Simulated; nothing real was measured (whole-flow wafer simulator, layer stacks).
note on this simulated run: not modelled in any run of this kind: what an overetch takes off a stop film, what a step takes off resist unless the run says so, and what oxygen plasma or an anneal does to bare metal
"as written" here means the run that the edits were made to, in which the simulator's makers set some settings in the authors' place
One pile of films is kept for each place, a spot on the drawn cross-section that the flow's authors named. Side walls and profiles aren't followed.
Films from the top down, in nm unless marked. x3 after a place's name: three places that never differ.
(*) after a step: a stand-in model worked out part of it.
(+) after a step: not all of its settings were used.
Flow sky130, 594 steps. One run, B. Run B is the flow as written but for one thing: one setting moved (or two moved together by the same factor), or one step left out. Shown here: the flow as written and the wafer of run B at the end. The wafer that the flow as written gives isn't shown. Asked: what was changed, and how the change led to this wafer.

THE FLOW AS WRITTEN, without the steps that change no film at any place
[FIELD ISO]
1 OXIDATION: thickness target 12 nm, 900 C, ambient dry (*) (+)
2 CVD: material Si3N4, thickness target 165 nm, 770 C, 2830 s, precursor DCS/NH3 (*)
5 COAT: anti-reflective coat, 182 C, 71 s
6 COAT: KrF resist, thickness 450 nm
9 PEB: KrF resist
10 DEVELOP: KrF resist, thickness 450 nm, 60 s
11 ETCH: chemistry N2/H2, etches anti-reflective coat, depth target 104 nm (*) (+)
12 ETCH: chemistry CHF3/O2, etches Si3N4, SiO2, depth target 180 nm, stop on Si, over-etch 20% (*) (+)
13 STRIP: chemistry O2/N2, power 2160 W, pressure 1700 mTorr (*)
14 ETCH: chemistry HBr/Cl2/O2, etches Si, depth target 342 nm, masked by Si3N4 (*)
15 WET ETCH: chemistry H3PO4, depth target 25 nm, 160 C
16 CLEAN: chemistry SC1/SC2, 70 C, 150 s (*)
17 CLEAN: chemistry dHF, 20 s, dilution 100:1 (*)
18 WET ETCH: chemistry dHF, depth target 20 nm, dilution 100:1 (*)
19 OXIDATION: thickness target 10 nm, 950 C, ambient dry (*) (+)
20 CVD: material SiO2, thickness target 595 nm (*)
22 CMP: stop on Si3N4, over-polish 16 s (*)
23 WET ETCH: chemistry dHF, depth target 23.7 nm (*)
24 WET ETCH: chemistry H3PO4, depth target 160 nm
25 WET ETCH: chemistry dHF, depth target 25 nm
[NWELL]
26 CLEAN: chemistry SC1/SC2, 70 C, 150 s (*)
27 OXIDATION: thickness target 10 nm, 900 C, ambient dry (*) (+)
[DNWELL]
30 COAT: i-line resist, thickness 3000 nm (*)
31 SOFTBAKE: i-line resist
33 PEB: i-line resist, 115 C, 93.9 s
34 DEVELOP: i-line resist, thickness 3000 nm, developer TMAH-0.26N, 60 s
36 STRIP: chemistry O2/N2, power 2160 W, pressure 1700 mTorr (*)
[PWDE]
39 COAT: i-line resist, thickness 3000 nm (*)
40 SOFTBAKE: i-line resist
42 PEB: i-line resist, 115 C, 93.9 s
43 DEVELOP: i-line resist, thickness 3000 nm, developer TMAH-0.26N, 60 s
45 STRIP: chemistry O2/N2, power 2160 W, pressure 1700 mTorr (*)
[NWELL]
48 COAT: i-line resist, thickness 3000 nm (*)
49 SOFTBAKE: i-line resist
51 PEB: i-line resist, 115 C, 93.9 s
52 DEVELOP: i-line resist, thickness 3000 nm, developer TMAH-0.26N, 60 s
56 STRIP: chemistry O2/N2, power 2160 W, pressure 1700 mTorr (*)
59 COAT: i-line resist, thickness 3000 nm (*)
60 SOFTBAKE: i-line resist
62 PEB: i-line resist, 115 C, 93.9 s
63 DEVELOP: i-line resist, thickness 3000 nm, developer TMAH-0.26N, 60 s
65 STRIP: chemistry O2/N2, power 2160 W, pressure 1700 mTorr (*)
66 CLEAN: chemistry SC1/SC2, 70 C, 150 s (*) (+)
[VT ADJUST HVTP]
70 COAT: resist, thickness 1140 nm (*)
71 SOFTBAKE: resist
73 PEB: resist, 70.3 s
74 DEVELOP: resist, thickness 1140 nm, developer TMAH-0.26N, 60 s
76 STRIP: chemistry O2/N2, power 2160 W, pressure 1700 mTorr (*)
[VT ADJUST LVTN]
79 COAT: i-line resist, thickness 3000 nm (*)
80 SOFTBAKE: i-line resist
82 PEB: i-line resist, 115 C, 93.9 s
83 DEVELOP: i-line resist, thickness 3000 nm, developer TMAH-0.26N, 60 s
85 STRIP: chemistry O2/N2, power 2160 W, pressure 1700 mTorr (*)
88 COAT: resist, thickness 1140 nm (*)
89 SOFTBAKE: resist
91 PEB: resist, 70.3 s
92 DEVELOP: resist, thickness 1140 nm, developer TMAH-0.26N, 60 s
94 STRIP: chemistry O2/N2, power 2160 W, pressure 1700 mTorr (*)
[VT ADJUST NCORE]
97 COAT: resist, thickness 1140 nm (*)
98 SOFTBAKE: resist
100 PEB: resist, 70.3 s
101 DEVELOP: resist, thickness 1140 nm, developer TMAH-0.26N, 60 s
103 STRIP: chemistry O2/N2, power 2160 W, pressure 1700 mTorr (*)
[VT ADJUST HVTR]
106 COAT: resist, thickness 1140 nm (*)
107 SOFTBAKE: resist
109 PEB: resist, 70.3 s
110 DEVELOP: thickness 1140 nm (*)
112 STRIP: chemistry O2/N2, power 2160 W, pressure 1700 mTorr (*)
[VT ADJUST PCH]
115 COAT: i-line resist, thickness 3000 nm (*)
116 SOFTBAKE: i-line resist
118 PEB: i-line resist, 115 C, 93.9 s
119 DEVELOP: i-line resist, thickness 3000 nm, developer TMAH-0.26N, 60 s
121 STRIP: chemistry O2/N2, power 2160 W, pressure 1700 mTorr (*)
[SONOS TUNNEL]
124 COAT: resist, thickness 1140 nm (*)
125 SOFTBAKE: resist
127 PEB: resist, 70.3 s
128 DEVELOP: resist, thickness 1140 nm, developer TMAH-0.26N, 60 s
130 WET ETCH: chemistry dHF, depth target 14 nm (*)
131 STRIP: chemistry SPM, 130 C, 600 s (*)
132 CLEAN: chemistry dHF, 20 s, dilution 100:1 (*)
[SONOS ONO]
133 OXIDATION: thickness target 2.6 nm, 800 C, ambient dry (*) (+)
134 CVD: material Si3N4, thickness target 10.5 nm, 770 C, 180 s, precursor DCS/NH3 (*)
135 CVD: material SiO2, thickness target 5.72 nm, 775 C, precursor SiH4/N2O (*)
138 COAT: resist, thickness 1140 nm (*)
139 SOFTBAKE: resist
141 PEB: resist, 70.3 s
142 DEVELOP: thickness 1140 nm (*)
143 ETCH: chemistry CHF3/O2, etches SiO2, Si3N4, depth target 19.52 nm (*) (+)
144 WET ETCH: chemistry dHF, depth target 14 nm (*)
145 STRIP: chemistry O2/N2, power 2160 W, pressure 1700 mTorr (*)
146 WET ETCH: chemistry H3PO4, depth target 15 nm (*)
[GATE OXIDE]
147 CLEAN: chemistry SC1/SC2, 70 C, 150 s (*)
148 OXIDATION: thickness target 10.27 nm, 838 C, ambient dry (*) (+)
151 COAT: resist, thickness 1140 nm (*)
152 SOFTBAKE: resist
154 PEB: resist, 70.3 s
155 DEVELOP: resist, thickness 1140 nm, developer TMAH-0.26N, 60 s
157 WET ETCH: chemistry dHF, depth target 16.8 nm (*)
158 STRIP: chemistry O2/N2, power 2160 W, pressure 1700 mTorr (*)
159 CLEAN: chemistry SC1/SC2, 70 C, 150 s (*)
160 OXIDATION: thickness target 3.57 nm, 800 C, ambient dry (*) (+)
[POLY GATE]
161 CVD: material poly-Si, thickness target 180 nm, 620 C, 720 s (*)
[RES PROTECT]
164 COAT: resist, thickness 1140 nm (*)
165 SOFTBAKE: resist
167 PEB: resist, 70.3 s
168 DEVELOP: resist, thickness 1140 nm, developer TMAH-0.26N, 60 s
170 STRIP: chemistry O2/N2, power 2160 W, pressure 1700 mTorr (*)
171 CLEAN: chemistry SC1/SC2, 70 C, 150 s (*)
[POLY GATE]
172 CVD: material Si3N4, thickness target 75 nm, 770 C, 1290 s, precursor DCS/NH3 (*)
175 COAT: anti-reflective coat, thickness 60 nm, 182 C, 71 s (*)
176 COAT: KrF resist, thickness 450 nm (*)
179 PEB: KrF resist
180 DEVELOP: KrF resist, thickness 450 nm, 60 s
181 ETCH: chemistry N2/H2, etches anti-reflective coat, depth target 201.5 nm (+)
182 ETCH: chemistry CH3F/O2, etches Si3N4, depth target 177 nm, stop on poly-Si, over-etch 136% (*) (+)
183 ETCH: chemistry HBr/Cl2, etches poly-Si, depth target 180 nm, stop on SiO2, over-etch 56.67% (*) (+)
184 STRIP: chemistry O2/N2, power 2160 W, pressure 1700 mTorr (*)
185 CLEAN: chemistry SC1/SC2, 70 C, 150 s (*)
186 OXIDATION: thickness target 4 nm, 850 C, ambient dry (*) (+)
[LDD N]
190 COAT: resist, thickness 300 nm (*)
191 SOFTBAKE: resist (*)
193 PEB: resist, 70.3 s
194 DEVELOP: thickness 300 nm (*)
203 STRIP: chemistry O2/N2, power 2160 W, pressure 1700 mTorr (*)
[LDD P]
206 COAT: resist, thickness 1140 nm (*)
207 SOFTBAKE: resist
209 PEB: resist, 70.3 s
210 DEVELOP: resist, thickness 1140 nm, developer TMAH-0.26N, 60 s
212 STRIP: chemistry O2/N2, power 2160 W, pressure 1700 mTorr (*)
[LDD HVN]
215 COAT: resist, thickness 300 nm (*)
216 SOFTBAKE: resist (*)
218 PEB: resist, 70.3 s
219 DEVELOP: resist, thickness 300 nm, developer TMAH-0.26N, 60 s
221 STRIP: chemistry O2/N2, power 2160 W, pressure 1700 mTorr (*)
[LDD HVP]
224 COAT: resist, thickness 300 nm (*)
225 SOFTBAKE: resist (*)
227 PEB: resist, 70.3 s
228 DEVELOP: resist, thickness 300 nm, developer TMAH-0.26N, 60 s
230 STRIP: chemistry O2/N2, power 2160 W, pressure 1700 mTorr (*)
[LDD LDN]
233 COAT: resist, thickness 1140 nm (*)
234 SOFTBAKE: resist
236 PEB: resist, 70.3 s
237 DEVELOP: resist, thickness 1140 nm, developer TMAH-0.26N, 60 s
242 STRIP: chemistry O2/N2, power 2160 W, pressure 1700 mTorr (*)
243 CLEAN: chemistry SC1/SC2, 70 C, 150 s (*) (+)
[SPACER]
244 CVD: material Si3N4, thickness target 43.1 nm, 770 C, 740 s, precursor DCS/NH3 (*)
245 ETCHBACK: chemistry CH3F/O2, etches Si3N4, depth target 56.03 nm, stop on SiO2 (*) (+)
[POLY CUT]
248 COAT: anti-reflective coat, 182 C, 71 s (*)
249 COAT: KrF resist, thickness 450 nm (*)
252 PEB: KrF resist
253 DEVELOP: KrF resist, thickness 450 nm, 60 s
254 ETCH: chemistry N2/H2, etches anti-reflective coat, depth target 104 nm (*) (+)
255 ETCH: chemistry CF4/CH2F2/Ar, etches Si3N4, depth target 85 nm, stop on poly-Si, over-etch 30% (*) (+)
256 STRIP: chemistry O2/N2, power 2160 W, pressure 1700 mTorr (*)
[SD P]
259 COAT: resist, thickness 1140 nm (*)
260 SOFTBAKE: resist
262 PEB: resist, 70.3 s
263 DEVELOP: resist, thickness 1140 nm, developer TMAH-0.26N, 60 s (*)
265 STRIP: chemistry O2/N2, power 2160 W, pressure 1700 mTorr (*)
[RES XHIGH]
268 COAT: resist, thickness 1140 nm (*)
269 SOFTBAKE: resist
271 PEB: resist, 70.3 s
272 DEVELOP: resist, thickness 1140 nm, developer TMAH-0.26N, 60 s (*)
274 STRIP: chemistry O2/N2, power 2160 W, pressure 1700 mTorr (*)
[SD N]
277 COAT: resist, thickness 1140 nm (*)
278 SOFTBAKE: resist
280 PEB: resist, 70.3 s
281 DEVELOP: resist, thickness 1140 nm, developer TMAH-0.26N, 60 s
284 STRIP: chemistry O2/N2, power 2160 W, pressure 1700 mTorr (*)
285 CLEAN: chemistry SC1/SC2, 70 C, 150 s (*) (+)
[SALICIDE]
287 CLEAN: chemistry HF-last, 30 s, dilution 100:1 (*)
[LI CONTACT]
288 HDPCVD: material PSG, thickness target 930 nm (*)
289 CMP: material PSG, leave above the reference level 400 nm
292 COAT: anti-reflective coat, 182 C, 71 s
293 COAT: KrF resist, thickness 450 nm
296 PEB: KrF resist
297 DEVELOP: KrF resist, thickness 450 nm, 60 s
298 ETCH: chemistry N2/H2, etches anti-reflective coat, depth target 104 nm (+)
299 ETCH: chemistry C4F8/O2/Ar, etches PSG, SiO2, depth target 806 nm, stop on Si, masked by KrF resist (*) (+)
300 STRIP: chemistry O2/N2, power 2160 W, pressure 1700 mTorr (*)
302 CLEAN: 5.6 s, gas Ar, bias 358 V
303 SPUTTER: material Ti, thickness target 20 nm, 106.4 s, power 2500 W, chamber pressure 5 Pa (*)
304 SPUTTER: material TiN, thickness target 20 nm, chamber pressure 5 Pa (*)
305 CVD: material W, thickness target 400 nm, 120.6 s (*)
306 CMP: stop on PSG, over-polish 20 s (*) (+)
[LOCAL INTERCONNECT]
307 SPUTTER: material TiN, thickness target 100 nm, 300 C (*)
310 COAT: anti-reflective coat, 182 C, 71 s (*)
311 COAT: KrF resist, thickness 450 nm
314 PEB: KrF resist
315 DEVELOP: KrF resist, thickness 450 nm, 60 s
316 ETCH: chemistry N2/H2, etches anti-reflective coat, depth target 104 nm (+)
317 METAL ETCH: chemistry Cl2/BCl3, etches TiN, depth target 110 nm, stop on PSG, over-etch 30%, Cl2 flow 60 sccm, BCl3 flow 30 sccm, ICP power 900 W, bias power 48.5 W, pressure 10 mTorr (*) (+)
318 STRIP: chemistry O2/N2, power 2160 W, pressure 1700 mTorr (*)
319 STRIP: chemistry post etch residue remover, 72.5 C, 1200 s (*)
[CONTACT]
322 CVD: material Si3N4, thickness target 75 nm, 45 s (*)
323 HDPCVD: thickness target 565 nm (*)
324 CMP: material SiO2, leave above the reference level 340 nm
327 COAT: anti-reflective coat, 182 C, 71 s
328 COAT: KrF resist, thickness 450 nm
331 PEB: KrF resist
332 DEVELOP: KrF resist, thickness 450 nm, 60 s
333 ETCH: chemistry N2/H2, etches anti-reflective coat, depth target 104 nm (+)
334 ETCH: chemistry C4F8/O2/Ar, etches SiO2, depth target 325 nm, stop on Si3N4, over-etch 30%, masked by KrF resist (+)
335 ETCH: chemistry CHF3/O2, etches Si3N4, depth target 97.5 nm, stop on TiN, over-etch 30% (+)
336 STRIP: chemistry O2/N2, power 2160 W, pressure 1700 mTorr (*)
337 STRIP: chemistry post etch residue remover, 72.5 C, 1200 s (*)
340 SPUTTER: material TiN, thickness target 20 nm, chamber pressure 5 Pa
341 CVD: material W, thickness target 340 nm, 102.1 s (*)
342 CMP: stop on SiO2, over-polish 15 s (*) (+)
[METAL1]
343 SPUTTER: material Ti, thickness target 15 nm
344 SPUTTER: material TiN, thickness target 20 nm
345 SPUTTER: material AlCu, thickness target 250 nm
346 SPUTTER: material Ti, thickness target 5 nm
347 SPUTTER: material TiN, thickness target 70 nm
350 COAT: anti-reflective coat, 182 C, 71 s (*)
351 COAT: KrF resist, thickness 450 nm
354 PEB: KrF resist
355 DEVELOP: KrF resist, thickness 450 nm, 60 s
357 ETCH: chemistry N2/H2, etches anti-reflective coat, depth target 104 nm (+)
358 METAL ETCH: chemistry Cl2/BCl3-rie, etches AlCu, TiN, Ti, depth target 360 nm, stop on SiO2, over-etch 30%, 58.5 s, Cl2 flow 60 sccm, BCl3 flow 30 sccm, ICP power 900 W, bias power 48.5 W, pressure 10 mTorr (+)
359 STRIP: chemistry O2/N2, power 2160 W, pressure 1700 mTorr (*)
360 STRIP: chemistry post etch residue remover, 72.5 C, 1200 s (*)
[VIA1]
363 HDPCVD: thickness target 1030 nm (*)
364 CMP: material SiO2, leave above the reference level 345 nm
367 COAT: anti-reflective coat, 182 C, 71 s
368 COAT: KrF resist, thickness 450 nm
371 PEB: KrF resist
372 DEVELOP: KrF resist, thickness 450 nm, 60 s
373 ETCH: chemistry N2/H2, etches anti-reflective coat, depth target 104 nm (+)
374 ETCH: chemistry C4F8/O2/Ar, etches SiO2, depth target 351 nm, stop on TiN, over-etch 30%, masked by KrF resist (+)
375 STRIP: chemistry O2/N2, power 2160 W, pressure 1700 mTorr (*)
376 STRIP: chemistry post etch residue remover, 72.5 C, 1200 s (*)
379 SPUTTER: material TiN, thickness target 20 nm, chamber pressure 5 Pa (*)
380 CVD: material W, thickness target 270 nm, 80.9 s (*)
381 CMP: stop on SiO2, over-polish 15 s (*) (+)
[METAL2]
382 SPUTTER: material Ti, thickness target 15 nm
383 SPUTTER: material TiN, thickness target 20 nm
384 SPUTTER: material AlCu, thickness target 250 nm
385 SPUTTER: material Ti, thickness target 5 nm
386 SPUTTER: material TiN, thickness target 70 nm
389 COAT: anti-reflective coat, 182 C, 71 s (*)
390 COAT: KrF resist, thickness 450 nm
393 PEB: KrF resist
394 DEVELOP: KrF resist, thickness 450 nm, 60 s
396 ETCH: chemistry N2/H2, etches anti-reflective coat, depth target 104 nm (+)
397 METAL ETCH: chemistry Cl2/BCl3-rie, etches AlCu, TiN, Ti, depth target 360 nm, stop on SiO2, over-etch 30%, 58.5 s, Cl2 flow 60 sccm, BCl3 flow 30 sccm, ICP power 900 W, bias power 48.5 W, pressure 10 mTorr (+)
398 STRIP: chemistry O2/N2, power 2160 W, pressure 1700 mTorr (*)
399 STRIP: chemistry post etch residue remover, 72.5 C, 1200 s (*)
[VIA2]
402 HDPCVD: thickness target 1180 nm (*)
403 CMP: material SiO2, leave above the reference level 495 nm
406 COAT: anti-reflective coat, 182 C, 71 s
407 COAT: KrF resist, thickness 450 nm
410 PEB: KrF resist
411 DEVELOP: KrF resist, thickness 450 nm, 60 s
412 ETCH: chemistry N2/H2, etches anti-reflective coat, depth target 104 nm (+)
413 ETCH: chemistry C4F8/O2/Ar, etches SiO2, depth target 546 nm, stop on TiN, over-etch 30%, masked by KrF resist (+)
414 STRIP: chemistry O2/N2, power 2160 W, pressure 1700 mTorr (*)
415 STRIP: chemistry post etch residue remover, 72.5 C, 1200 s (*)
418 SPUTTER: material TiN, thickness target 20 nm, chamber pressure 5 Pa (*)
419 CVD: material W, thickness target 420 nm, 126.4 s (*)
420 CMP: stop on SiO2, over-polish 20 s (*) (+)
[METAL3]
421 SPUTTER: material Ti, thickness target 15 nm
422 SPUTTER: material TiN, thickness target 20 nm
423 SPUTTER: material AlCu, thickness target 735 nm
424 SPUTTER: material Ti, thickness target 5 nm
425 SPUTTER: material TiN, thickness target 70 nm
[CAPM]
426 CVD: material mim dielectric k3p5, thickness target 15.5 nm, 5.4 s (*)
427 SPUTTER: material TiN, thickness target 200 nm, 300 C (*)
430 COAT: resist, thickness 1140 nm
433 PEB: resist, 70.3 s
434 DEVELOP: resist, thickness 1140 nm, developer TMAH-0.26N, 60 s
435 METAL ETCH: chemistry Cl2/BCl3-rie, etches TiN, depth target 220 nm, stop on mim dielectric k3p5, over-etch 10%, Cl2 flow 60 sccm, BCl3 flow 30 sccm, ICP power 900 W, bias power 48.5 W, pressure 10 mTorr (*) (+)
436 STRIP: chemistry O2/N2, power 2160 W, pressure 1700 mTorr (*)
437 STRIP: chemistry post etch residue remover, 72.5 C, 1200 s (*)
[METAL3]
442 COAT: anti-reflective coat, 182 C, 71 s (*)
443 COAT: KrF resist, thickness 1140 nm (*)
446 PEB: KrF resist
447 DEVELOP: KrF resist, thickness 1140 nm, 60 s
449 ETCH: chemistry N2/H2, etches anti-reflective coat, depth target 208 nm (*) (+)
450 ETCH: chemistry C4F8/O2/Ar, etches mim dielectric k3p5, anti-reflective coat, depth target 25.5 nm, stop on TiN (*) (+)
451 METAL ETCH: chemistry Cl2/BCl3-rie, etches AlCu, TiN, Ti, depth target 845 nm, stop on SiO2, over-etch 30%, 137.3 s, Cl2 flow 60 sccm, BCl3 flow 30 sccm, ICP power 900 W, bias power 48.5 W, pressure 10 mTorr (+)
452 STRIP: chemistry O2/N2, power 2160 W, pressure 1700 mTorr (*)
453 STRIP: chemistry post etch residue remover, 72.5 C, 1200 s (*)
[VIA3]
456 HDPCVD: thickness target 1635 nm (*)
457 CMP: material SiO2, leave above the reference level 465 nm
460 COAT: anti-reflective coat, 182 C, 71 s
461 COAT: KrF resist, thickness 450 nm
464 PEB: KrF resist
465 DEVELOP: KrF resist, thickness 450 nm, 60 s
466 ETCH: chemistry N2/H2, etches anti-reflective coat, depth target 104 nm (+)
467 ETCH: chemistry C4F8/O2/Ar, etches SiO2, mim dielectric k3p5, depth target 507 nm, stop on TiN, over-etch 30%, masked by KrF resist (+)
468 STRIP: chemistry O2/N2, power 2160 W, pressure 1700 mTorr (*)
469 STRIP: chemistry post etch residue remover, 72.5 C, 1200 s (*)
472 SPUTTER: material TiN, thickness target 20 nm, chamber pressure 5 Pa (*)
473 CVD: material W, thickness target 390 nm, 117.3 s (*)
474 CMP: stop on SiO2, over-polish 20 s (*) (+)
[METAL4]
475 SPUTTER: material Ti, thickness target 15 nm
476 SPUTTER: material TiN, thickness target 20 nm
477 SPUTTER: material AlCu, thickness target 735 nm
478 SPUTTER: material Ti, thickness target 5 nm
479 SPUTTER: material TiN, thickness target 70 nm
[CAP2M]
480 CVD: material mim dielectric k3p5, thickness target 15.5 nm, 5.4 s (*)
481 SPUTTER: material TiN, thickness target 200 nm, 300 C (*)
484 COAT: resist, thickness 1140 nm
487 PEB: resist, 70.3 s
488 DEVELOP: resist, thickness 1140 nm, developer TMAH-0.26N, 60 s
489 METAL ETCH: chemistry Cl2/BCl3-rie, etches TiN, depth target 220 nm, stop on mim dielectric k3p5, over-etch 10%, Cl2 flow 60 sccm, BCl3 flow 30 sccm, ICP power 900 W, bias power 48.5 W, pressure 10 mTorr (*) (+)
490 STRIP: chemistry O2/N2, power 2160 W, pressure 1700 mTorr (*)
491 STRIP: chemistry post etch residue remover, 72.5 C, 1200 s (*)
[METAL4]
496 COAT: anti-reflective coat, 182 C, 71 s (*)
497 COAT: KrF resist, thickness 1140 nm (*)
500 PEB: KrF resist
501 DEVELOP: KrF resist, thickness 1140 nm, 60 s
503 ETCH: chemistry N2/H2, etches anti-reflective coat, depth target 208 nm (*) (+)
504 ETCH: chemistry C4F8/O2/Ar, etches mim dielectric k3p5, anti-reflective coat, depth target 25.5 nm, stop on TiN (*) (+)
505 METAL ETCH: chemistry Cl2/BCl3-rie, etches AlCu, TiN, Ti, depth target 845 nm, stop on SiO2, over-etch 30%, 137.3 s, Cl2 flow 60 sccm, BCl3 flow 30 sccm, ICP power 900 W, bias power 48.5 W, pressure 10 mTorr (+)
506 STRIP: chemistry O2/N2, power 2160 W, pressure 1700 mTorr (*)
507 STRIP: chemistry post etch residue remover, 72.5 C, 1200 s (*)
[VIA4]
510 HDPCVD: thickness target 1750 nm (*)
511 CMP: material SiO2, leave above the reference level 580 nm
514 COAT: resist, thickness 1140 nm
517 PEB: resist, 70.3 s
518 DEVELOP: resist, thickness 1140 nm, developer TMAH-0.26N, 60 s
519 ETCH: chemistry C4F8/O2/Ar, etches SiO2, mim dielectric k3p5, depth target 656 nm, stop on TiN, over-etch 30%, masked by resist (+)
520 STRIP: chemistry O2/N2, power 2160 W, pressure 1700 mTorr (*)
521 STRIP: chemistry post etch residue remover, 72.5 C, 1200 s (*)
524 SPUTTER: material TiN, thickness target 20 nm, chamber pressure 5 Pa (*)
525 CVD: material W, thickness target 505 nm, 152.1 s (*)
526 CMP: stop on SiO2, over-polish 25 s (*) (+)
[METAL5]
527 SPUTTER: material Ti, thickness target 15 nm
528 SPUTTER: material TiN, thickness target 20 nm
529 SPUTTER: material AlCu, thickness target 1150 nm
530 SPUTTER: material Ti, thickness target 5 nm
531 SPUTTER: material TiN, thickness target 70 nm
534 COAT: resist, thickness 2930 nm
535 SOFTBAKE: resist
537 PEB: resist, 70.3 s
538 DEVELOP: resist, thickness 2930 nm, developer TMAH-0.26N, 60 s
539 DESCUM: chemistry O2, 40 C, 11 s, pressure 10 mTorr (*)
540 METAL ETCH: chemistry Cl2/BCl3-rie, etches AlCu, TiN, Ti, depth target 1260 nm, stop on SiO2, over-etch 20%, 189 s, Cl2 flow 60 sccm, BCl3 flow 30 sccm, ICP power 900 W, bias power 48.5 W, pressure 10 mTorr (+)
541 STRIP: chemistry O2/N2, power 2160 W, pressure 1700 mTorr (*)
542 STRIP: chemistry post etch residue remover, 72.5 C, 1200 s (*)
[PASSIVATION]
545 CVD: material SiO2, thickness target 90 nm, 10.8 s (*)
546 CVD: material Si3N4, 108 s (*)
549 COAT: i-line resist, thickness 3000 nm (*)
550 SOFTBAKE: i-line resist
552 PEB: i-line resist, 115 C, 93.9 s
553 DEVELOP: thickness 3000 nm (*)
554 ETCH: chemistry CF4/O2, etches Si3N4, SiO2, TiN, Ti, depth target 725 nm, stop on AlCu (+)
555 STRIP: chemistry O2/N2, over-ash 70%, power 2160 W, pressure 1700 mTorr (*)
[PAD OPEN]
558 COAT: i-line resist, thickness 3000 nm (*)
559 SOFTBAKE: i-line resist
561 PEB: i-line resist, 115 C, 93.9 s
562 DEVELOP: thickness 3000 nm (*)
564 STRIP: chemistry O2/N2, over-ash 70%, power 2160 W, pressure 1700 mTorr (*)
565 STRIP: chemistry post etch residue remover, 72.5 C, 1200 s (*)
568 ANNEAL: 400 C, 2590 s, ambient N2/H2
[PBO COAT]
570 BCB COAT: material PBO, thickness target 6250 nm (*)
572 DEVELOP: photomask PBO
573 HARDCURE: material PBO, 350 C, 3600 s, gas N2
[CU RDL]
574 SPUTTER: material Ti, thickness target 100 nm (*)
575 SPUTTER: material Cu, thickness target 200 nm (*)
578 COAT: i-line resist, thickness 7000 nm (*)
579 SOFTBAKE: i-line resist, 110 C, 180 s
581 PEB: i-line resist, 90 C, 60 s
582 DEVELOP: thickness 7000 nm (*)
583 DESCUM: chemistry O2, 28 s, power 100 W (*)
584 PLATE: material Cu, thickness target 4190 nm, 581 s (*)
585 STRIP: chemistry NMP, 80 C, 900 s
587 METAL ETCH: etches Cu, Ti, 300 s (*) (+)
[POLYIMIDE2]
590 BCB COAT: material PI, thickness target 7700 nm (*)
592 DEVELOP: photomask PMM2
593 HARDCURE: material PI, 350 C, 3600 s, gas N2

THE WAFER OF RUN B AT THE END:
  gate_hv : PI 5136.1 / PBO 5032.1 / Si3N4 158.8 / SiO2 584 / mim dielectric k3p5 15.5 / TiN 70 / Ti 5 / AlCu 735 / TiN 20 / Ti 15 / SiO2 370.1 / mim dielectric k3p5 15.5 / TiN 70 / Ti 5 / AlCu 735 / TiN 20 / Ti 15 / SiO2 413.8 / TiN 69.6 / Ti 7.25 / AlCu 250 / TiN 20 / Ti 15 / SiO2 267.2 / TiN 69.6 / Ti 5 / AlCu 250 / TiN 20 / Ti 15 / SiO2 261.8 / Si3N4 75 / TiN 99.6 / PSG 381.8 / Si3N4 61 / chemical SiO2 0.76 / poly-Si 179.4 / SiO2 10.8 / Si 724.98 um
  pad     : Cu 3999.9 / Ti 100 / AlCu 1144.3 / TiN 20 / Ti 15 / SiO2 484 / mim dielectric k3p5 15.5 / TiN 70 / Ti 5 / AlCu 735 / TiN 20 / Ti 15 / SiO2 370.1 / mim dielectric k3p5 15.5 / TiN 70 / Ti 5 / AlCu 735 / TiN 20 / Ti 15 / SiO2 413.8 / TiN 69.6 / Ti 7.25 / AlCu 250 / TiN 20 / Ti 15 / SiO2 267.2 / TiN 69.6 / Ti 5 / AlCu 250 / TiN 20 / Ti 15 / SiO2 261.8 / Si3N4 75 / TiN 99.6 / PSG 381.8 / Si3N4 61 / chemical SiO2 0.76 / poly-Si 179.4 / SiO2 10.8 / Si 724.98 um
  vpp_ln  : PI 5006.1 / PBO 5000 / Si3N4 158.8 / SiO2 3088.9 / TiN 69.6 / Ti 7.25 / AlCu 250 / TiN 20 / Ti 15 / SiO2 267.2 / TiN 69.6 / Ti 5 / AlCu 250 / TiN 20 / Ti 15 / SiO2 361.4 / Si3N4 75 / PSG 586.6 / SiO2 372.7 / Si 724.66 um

The cause: step 385, SPUTTER: thickness target 7.25 nm was run, where the flow has thickness target 5 nm.
It can be read off the wafer: gate_hv has Ti 7.25, and step 385 as written asks for 5 nm.

How the change led to this, step by step:
  385 SPUTTER: material Ti, thickness target 5 nm
      field, active, n_well and 188 more: Ti +7.25 (new film) (as written it would be: Ti +5 (new film))
  397 METAL ETCH: chemistry Cl2/BCl3-rie, etches AlCu, TiN, Ti, depth target 360 nm, stop on SiO2, over-etch 30%, 58.5 s, Cl2 flow 60 sccm, BCl3 flow 30 sccm, ICP power 900 W, bias power 48.5 W, pressure 10 mTorr (+)
      field, active, gate and 82 more: TiN -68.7 (all of it), Ti -7.25 (all of it), AlCu -250 (all of it), TiN -20 (all of it), Ti -15 (all of it), SiO2 -10.7 (as written it would be: TiN -68.7 (all of it), Ti -5 (all of it), AlCu -250 (all of it), TiN -20 (all of it), Ti -15 (all of it), SiO2 -10.9)
